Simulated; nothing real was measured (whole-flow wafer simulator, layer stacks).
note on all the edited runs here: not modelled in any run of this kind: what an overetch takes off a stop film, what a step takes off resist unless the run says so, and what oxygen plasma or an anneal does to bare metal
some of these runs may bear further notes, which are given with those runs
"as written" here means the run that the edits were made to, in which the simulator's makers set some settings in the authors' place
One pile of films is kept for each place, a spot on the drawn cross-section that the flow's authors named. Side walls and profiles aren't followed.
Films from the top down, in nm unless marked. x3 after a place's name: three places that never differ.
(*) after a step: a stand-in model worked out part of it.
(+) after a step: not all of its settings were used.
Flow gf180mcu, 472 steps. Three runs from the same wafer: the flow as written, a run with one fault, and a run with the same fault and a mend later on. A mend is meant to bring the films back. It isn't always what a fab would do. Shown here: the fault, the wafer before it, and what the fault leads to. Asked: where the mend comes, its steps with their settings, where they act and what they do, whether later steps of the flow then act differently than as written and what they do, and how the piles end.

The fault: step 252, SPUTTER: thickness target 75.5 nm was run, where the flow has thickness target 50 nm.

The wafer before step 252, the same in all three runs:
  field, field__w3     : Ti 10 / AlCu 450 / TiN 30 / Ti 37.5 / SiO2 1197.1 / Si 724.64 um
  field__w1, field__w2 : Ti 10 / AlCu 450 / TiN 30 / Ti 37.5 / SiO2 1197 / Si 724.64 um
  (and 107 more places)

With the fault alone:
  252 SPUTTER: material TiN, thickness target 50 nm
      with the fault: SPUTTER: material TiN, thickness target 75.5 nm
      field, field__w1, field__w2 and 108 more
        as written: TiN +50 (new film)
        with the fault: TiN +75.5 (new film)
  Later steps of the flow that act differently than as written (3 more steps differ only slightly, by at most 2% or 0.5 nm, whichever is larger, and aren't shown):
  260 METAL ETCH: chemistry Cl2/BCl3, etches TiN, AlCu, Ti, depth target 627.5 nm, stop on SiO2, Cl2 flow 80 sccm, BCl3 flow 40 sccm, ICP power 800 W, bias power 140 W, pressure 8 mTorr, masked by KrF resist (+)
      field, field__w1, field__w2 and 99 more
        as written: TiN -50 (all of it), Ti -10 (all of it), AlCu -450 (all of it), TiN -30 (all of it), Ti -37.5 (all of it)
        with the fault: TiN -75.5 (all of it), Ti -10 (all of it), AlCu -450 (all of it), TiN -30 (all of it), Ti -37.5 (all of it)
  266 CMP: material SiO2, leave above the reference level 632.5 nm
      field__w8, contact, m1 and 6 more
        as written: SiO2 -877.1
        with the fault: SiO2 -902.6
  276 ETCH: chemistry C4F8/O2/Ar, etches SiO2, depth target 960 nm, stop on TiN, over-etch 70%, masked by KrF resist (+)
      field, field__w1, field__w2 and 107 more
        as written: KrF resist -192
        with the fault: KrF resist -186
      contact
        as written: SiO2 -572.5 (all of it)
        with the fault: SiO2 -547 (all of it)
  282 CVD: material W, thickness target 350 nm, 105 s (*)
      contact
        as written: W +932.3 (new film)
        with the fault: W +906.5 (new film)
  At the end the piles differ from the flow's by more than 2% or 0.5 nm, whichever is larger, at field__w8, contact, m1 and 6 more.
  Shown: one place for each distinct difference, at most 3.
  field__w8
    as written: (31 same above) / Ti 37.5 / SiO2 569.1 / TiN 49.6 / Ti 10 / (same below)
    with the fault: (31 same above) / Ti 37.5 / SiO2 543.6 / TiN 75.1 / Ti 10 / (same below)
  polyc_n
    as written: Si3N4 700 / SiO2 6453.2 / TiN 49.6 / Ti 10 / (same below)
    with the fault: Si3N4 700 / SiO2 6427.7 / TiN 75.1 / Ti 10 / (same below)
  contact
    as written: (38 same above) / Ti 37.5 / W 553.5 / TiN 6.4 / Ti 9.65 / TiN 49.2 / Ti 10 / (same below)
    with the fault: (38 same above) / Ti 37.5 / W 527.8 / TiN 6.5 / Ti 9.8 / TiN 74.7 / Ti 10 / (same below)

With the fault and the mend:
  The mend comes after step 252.
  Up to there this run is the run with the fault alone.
  252a METAL ETCH: chemistry Cl2/BCl3, etches TiN, AlCu, Ti, depth target 25.5 nm, Cl2 flow 80 sccm, BCl3 flow 40 sccm, ICP power 800 W, bias power 140 W, pressure 8 mTorr
      field, field__w1, field__w2 and 108 more
        TiN -25.5
  No later step of the flow acts differently than as written at any place that is followed.
  At the end the piles are the same as the flow's at every place that both follow.
